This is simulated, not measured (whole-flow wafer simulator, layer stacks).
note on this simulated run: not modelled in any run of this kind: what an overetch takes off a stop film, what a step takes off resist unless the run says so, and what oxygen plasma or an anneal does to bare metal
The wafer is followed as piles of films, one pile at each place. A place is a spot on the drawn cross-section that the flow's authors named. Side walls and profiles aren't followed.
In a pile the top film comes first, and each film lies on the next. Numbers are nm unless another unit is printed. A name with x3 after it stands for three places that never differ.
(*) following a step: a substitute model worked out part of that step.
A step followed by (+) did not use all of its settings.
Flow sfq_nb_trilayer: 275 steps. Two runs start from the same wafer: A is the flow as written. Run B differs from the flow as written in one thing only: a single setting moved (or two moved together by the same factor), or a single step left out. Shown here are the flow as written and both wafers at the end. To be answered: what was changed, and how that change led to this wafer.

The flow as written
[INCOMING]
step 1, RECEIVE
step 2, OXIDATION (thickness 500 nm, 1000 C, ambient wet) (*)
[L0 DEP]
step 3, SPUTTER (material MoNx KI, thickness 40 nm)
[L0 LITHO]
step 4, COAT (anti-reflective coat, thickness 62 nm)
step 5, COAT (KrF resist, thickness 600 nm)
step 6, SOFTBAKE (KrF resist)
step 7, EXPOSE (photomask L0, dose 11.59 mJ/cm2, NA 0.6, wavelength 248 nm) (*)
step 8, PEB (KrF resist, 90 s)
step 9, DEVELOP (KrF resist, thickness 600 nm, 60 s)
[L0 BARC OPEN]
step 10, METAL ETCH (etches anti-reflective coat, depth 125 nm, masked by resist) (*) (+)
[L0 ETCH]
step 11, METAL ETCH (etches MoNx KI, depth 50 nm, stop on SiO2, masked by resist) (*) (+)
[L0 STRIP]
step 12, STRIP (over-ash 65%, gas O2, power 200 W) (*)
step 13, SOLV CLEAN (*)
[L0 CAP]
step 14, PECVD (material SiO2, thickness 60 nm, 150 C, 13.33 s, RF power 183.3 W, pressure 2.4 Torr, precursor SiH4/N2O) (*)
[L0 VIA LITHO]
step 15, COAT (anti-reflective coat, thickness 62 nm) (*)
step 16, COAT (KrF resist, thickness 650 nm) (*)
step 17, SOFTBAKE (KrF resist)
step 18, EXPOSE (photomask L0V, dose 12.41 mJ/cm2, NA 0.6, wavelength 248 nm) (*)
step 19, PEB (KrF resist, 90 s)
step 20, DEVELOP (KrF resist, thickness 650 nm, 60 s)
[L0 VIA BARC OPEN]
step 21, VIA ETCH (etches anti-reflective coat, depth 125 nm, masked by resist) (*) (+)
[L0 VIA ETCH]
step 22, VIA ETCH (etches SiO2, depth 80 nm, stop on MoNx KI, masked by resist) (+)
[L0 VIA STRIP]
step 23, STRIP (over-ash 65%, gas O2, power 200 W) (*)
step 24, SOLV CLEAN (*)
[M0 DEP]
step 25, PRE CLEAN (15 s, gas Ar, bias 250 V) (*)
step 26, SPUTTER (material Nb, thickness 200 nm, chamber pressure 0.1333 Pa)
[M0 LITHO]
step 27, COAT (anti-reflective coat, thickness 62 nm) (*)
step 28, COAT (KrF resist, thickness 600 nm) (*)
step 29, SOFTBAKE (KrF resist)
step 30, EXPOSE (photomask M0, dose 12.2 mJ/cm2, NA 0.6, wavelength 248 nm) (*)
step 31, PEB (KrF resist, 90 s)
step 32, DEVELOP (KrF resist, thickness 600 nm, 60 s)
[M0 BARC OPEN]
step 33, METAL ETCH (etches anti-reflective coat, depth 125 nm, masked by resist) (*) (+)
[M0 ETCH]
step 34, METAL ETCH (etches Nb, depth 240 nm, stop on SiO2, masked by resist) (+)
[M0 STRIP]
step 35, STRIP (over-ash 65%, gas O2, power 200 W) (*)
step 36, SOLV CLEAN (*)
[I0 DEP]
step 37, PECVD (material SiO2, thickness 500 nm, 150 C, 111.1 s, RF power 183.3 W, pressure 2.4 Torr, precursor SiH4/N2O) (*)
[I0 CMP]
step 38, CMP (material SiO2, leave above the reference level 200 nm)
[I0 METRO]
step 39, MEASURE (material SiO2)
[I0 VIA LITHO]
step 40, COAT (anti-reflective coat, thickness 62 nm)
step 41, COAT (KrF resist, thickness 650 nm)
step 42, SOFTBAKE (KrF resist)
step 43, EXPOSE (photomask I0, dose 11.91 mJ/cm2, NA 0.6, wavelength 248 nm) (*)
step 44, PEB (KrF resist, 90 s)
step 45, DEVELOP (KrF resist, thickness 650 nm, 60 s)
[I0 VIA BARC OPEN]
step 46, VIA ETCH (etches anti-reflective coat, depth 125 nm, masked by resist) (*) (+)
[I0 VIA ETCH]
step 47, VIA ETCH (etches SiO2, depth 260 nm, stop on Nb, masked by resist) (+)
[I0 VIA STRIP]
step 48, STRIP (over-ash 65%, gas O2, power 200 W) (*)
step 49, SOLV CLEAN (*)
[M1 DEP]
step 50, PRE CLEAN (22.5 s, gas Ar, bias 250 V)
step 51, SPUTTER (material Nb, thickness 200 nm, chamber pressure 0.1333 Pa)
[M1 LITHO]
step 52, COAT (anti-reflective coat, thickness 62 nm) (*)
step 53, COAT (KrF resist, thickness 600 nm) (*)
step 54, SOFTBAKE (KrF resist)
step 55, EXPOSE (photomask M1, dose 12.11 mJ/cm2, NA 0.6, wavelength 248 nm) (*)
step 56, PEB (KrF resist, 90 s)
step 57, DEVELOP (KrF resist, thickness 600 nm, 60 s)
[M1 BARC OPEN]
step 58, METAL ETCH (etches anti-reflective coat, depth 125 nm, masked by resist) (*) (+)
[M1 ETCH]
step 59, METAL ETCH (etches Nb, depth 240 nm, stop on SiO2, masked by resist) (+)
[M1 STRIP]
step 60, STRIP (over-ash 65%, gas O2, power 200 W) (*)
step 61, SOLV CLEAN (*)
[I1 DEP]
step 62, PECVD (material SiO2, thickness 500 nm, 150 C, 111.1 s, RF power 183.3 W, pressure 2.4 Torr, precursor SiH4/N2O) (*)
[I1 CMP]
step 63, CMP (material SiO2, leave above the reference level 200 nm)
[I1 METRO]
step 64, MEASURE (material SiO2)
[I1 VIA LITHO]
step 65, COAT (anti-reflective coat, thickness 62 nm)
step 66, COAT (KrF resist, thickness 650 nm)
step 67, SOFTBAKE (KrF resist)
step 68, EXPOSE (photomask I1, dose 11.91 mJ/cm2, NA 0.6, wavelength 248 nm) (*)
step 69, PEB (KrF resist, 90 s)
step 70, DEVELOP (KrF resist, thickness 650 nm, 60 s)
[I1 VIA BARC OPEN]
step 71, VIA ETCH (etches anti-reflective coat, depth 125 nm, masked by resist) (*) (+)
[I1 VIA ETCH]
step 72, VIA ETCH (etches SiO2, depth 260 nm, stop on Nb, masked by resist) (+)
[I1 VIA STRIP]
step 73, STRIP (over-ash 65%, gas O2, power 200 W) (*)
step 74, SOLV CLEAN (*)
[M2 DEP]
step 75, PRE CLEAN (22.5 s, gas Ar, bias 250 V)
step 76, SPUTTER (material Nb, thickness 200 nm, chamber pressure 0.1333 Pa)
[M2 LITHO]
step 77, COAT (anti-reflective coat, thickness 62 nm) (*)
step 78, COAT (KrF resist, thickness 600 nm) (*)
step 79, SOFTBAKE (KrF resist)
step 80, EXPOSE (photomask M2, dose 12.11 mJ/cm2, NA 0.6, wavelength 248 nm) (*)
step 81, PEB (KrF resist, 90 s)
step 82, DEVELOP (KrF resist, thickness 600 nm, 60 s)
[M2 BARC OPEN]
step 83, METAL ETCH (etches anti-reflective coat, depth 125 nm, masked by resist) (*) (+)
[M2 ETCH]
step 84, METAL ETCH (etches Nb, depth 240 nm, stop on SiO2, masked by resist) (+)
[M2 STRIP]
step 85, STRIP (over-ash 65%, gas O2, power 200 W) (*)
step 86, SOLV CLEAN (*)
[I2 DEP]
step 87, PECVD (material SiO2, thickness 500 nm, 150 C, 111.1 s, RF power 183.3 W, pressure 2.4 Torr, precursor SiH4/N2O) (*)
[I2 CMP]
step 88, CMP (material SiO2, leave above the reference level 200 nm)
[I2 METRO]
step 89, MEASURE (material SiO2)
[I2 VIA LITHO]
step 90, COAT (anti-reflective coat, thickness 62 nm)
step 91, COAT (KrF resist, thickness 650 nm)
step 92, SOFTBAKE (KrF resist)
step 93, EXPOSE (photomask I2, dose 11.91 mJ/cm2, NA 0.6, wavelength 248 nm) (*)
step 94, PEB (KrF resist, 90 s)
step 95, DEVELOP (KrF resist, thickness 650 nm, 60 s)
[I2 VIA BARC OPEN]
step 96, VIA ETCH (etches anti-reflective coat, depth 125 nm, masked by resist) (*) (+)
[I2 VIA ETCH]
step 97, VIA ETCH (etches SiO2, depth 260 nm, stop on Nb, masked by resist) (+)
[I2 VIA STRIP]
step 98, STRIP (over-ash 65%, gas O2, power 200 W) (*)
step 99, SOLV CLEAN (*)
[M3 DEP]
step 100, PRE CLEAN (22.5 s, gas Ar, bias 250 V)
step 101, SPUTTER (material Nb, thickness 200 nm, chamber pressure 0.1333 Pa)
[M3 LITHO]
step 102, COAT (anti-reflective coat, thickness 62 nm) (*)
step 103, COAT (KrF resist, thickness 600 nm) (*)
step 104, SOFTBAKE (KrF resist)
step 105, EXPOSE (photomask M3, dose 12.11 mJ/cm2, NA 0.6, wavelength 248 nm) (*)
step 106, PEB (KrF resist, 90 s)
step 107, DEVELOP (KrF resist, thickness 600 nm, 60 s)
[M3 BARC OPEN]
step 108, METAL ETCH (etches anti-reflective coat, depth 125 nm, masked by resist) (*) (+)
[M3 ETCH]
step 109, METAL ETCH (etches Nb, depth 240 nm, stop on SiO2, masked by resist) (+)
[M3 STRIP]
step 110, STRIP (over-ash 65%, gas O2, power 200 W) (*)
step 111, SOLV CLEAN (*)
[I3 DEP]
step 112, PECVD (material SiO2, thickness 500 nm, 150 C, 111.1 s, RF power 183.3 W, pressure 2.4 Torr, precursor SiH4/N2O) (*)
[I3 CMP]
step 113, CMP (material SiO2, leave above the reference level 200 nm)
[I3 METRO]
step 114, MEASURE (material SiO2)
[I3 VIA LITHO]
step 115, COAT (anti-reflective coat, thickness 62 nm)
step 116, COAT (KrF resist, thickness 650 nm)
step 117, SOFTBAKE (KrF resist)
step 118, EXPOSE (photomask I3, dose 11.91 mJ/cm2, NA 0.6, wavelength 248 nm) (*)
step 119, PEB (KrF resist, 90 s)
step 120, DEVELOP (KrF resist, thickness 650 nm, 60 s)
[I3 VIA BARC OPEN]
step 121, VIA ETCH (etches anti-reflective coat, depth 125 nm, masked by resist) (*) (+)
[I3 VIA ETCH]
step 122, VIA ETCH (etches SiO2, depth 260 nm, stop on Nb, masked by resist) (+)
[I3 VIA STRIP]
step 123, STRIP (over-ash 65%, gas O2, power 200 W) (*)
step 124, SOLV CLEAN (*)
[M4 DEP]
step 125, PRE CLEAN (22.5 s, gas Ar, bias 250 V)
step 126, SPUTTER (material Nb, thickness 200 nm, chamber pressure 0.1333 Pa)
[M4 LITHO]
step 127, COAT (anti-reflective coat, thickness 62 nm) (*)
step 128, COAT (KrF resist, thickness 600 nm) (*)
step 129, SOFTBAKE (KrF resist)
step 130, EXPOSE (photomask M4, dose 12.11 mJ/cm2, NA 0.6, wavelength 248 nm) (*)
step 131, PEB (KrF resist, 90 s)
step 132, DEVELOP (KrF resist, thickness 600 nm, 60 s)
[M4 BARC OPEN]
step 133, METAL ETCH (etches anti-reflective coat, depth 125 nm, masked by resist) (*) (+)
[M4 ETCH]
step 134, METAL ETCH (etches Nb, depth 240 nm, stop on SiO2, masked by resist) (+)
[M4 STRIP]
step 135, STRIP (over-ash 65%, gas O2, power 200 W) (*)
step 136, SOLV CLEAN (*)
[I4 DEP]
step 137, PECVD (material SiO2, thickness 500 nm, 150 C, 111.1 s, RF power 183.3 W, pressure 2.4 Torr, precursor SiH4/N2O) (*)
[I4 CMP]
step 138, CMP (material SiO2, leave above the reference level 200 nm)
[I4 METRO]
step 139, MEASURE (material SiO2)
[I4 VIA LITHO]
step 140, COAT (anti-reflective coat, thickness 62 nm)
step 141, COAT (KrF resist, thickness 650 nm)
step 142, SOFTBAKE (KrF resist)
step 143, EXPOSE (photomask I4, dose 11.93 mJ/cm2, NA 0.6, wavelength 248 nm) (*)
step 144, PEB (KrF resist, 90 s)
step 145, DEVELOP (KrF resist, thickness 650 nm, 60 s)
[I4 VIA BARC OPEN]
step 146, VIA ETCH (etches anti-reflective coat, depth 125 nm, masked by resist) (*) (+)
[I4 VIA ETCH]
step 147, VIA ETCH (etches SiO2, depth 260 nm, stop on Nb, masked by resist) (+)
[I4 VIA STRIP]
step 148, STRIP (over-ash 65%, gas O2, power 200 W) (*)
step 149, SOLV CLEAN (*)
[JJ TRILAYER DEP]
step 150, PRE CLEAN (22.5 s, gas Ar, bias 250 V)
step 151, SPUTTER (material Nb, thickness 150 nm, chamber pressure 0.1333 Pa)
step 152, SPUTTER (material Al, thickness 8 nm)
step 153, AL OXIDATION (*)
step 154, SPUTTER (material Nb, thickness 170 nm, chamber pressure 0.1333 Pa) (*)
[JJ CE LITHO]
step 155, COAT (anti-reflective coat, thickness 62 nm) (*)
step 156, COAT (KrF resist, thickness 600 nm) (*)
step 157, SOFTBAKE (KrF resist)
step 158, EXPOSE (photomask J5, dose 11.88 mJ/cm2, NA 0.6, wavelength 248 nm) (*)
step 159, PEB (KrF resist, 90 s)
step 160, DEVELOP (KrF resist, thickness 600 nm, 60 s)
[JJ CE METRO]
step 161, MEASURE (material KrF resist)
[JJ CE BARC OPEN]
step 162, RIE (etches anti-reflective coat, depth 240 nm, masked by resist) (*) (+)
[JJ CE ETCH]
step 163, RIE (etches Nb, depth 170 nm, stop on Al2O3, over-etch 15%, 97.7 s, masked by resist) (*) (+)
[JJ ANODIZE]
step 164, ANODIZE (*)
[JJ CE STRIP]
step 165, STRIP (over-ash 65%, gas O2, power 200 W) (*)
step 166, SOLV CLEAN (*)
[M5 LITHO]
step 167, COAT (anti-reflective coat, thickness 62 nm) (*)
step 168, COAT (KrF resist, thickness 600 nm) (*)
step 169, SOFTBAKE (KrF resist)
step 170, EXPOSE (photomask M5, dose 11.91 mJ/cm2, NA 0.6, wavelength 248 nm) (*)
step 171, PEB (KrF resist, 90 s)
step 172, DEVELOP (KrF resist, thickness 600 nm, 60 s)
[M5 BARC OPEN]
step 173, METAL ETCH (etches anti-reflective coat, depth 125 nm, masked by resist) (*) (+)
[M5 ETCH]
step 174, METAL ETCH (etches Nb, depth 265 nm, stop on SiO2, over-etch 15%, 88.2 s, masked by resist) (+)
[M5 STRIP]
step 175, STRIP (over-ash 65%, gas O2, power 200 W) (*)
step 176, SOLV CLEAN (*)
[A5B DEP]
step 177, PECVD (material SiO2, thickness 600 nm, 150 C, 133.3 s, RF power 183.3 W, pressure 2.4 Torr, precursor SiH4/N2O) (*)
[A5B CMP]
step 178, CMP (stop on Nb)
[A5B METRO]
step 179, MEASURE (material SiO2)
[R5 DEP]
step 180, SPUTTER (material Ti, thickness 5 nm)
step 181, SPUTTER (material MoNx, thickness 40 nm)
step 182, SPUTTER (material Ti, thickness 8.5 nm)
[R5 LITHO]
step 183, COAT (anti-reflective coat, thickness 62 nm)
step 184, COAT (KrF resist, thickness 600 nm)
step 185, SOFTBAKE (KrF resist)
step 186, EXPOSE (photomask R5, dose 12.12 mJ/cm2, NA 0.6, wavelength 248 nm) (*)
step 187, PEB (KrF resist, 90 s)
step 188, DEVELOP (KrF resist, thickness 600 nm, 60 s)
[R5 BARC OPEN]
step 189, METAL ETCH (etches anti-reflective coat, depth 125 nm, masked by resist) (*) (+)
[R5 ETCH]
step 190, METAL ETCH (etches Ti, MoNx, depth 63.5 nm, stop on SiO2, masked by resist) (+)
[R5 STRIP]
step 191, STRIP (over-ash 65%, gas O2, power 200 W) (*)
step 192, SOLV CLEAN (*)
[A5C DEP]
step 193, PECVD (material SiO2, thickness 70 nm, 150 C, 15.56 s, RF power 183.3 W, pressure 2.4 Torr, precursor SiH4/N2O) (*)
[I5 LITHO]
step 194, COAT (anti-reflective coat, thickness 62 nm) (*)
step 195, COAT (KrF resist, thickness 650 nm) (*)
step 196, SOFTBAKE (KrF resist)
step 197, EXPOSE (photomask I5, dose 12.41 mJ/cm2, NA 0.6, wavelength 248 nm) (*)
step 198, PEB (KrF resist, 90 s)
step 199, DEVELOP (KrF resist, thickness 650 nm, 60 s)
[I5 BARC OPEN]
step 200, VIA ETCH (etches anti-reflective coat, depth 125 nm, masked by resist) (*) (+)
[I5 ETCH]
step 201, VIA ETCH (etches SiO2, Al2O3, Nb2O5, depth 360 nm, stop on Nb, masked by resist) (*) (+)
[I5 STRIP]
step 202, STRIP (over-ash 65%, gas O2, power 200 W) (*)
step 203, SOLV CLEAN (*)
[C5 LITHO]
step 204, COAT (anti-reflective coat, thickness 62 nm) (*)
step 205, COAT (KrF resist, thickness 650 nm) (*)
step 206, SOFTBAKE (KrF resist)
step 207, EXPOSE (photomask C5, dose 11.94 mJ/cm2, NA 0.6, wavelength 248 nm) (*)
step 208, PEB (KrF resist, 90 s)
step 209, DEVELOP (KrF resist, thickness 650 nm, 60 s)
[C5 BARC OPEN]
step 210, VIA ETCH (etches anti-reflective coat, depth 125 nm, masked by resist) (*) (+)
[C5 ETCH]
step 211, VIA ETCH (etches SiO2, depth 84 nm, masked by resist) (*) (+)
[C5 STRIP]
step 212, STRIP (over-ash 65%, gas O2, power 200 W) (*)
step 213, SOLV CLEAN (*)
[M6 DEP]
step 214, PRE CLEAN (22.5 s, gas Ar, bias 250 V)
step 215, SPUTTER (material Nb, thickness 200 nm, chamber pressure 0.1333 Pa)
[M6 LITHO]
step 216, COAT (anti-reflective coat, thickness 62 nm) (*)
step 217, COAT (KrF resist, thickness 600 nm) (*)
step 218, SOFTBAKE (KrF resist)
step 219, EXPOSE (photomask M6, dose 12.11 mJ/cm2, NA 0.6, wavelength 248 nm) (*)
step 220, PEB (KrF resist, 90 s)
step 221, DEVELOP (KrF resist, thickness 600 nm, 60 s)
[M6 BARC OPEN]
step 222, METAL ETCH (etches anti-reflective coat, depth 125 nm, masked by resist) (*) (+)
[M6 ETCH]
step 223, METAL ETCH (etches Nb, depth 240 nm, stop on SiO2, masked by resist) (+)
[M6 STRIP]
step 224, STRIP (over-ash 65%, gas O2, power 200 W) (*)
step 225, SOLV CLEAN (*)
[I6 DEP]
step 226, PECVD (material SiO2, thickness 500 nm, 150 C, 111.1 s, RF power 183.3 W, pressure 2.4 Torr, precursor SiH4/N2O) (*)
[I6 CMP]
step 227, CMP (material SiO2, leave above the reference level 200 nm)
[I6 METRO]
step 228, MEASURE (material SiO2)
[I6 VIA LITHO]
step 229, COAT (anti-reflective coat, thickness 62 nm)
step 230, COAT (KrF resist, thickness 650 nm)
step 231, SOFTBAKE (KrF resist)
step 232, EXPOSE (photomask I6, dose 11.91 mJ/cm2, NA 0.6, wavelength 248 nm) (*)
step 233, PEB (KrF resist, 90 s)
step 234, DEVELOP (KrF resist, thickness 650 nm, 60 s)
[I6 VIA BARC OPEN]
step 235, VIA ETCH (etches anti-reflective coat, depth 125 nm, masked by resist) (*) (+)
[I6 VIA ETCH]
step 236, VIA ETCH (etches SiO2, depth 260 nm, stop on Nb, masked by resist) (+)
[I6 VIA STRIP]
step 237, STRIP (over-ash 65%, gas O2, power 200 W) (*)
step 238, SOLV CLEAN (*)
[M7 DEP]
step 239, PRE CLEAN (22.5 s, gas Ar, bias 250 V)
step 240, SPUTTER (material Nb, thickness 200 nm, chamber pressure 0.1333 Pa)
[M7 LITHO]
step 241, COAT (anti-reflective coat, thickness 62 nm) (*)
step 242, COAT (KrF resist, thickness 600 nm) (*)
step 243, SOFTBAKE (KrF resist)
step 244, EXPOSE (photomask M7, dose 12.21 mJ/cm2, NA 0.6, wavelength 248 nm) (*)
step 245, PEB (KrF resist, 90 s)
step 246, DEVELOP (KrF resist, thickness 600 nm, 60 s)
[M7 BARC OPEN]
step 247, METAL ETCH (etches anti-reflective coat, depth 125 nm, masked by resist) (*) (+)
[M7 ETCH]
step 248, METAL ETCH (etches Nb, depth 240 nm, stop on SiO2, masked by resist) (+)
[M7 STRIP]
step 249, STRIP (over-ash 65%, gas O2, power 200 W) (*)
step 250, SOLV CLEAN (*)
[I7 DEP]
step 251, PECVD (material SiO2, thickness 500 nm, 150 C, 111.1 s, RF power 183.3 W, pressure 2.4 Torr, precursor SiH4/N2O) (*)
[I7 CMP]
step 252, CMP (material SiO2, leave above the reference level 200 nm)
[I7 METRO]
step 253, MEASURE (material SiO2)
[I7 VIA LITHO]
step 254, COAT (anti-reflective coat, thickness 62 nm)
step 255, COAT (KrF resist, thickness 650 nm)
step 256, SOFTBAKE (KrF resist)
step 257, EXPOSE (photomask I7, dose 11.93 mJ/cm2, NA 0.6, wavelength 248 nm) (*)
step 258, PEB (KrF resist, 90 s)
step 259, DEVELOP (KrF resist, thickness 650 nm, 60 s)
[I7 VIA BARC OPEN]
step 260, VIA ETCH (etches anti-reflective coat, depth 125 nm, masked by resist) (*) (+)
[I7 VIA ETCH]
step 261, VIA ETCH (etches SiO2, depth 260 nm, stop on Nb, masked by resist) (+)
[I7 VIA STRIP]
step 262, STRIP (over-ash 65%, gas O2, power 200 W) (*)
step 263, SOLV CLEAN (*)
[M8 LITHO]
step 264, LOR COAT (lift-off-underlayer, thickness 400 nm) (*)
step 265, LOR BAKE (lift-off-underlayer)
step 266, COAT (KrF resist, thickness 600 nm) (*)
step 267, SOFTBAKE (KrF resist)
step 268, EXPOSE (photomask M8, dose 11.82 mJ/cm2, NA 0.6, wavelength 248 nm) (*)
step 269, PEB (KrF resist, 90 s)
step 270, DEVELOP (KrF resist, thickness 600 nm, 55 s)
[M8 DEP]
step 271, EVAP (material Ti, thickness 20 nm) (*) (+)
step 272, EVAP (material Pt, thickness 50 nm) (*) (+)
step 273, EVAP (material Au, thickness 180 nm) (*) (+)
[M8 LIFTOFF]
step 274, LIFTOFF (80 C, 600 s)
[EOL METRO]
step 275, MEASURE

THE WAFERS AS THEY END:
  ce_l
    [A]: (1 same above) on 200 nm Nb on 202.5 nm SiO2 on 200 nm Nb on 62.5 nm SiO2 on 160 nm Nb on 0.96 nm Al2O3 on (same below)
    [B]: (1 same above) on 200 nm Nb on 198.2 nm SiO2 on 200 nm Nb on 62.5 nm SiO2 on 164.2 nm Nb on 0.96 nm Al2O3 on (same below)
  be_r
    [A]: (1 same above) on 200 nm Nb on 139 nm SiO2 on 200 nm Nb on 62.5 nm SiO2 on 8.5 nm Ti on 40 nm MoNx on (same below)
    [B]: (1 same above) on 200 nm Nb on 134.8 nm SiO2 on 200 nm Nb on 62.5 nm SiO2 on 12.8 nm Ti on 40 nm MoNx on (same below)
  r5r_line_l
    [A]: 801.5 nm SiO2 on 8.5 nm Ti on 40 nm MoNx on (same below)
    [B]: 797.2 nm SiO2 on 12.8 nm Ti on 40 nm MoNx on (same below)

Cause: step 182, SPUTTER: thickness 12.75 nm was run, though the flow has thickness 8.5 nm.
The wafer itself shows it: be_r has Ti 12.8, and step 182 as written asks for 8.5 nm.

How this came from the change, step by step:
  step 182, SPUTTER (material Ti, thickness 8.5 nm)
      field_l, v_sur, via_wl and 103 more: A +8.5 Ti (new film) | B +12.8 Ti (new film)
  step 190, METAL ETCH (etches Ti, MoNx, depth 63.5 nm, stop on SiO2, masked by resist) (+)
      field_l, v_sur, via_wl and 92 more: A -8.5 Ti (all of it), -40 MoNx (all of it), -5 Ti (all of it) | B -12.8 Ti (all of it), -40 MoNx (all of it), -5 Ti (all of it)
      ce_l, c5j, ce_r, wl_jj: A -8.5 Ti (all of it), -40 MoNx (all of it), -5 Ti (all of it), -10 Nb | B -12.8 Ti (all of it), -40 MoNx (all of it), -5 Ti (all of it), -5.75 Nb
  step 194, COAT (anti-reflective coat, thickness 62 nm) (*)
      r5r_spacepad_l, r5r_spacepad_r: A +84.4 anti-reflective coat (new film) | B +86.2 anti-reflective coat (new film)
      ce_l: A +67.2 anti-reflective coat (new film) | B +65.3 anti-reflective coat (new film)
      (and at 3 other places as well)
  step 202, STRIP (over-ash 65%, gas O2, power 200 W) (*)
      r5r_spacepad_l, r5r_spacepad_r: A -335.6 KrF resist (all of it), -84.4 anti-reflective coat (all of it) | B -335.8 KrF resist (all of it), -86.2 anti-reflective coat (all of it)
      ce_l: A -341.5 KrF resist (all of it), -67.2 anti-reflective coat (all of it) | B -340.4 KrF resist (all of it), -65.3 anti-reflective coat (all of it)
      (and at 3 other places as well)
  step 204, COAT (anti-reflective coat, thickness 62 nm) (*)
      r5r_spacepad_l, r5r_spacepad_r: A +84.4 anti-reflective coat (new film) | B +86.2 anti-reflective coat (new film)
      ce_l: A +66 anti-reflective coat (new film) | B +64.1 anti-reflective coat (new film)
      (and at 3 other places as well)
  step 212, STRIP (over-ash 65%, gas O2, power 200 W) (*)
      r5r_spacepad_l, r5r_spacepad_r: A -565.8 KrF resist (all of it), -84.4 anti-reflective coat (all of it) | B -566.2 KrF resist (all of it), -86.2 anti-reflective coat (all of it)
      ce_l: A -567.4 KrF resist (all of it), -66 anti-reflective coat (all of it) | B -566.6 KrF resist (all of it), -64.1 anti-reflective coat (all of it)
      (and at 3 other places as well)
  step 216, COAT (anti-reflective coat, thickness 62 nm) (*)
      r5r_spacepad_l, r5r_spacepad_r: A +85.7 anti-reflective coat (new film) | B +87.8 anti-reflective coat (new film)
      jj_sur: A +56.1 anti-reflective coat (new film) | B +57.3 anti-reflective coat (new film)
      (and at 4 other places as well)
  step 222, METAL ETCH (etches anti-reflective coat, depth 125 nm, masked by resist) (*) (+)
      r5r_spacepad_l, r5r_spacepad_r: A -85.7 anti-reflective coat (all of it) | B -87.8 anti-reflective coat (all of it)
  step 224, STRIP (over-ash 65%, gas O2, power 200 W) (*)
      jj_sur: A -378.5 KrF resist (all of it), -56.1 anti-reflective coat (all of it) | B -378.4 KrF resist (all of it), -57.3 anti-reflective coat (all of it)
      ce_l: A -397.1 KrF resist (all of it), -48 anti-reflective coat (all of it) | B -395.5 KrF resist (all of it), -46.7 anti-reflective coat (all of it)
      (and at 3 other places as well)
  step 227, CMP (material SiO2, leave above the reference level 200 nm)
      r5r_line_l, r5r_spacepad_l, r5r_spacepad_r, r5r_line_c, r5r_line_r: A -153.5 SiO2 | B -157.8 SiO2
